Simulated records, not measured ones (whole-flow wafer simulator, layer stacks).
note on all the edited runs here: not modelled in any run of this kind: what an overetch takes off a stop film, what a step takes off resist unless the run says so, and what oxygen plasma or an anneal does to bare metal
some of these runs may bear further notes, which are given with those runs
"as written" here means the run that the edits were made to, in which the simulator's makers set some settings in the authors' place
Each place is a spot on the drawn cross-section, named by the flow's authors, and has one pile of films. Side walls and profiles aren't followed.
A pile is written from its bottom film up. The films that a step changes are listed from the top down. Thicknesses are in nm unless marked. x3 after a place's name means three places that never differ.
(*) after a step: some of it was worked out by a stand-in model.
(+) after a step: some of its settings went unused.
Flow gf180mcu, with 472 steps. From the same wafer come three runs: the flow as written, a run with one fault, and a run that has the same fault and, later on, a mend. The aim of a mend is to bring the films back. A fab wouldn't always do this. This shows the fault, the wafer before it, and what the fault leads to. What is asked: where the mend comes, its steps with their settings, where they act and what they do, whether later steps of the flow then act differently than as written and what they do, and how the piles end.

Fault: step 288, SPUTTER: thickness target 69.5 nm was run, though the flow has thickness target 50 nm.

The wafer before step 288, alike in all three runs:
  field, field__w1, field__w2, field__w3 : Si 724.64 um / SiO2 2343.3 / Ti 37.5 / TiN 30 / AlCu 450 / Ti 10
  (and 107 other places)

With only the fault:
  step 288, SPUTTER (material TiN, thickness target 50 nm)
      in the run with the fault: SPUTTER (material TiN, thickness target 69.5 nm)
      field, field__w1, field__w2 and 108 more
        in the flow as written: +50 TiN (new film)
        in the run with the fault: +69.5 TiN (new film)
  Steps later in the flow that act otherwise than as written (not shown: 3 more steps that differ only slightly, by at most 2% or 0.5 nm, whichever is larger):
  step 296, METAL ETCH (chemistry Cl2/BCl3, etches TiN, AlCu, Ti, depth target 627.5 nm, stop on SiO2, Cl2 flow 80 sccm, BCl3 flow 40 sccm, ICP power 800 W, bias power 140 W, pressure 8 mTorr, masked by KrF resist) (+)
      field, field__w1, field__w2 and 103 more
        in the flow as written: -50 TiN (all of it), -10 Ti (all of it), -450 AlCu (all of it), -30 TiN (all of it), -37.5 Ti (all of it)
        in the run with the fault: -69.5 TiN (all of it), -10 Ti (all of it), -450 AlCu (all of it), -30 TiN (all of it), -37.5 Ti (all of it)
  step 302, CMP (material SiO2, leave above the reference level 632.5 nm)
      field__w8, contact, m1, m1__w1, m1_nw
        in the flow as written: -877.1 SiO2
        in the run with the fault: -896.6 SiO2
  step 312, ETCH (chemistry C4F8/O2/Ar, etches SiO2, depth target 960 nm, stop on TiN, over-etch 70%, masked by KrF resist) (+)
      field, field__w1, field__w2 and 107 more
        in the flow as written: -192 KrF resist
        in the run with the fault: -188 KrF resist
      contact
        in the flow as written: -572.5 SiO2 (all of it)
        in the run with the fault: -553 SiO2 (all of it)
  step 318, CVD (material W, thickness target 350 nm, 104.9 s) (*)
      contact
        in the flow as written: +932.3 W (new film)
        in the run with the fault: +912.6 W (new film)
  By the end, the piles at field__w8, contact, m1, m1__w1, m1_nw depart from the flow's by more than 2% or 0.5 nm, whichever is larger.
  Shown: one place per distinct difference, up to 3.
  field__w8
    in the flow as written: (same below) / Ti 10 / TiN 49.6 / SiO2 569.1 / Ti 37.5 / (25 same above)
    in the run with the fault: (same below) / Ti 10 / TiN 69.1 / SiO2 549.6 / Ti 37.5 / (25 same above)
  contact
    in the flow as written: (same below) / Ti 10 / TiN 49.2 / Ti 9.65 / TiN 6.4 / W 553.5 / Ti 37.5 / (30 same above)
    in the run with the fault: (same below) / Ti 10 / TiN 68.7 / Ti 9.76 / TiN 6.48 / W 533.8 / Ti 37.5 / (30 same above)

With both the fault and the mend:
  The mend follows step 295.
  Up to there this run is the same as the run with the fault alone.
  step 295a, STRIP (chemistry O2/N2, power 2160 W, pressure 1700 mTorr) (*)
      field__w8, contact, m1, m1__w1, m1_nw
        -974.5 KrF resist (all of it)
  step 295b, METAL ETCH (chemistry Cl2/BCl3, etches TiN, AlCu, Ti, depth target 19.5 nm, Cl2 flow 80 sccm, BCl3 flow 40 sccm, ICP power 800 W, bias power 140 W, pressure 8 mTorr) (a further turn of the flow's step 260, with different settings)
      field, field__w1, field__w2 and 108 more
        -19.5 TiN
  step 295c, HMDS (120 C, 60 s) (a further turn of the flow's step 290)
      alters no film at any place that is followed
  step 295d, COAT (KrF resist, thickness 1000 nm) (a further turn of the flow's step 291)
      field, field__w1, field__w2 and 108 more
        +1000 KrF resist (new film)
  step 295e, SOFTBAKE (KrF resist) (a further turn of the flow's step 292)
      alters no film at any place that is followed
  step 295f, EXPOSE (photomask Metal2) (a further turn of the flow's step 293)
      alters no film at any place that is followed
  step 295g, PEB (KrF resist, 135 C, 90 s) (a further turn of the flow's step 294)
      field, field__w1, field__w2 and 108 more
        -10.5 KrF resist
  step 295h, DEVELOP (thickness 1000 nm, 60 s) (a further turn of the flow's step 295)
      field, field__w1, field__w2 and 103 more
        -989.5 KrF resist (all of it)
      field__w8, contact, m1, m1__w1, m1_nw
        -14.9 KrF resist
  None of the later steps of the flow acts differently than as written at any place that is followed.
  At every place that both follow, the piles at the end match the flow's.
